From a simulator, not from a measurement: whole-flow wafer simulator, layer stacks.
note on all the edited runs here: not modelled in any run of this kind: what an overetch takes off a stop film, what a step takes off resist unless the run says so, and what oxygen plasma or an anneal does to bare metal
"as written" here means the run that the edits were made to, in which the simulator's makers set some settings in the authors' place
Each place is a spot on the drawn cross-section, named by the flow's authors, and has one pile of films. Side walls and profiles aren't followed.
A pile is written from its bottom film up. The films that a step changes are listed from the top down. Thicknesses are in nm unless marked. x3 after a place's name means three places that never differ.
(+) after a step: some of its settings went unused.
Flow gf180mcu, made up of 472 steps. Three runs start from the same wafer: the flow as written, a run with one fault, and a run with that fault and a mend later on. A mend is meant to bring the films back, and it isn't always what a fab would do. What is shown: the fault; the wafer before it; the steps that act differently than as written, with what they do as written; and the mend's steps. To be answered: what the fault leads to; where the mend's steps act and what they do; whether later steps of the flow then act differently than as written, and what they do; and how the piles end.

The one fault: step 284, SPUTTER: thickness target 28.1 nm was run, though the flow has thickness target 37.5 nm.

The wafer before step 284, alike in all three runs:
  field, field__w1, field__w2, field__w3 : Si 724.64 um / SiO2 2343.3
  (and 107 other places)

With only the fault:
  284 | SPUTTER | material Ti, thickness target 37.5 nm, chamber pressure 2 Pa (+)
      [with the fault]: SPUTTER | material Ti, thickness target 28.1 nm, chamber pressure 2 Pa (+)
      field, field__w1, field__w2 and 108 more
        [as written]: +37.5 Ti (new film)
        [with the fault]: +28.1 Ti (new film)
  Later steps of the flow acting differently than as written:
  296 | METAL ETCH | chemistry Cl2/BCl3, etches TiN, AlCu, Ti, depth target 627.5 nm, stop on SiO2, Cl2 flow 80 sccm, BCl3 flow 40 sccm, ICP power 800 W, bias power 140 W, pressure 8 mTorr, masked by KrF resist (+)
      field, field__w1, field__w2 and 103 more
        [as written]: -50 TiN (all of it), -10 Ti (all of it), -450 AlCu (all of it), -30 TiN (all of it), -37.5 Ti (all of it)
        [with the fault]: -50 TiN (all of it), -10 Ti (all of it), -450 AlCu (all of it), -30 TiN (all of it), -28.1 Ti (all of it)
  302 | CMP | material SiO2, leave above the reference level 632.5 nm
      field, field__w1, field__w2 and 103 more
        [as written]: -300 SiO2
        [with the fault]: -309.4 SiO2
  At field__w8, contact, m1, m1__w1, m1_nw, the piles at the end differ from the flow's by more than 2% or 0.5 nm, whichever is larger.
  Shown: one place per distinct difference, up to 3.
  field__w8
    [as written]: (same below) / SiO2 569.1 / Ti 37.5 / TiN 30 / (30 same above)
    [with the fault]: (same below) / SiO2 569.1 / Ti 28.1 / TiN 30 / (30 same above)
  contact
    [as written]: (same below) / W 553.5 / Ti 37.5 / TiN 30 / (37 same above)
    [with the fault]: (same below) / W 553.5 / Ti 28.1 / TiN 30 / (37 same above)

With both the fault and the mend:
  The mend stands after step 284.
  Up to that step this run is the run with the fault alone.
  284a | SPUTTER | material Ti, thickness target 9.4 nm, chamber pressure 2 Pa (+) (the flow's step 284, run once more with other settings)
      field, field__w1, field__w2 and 108 more
        +9.4 Ti
  None of the later steps of the flow acts differently than as written at any place that is followed.
  By the end, the piles equal the flow's at every place that both follow.
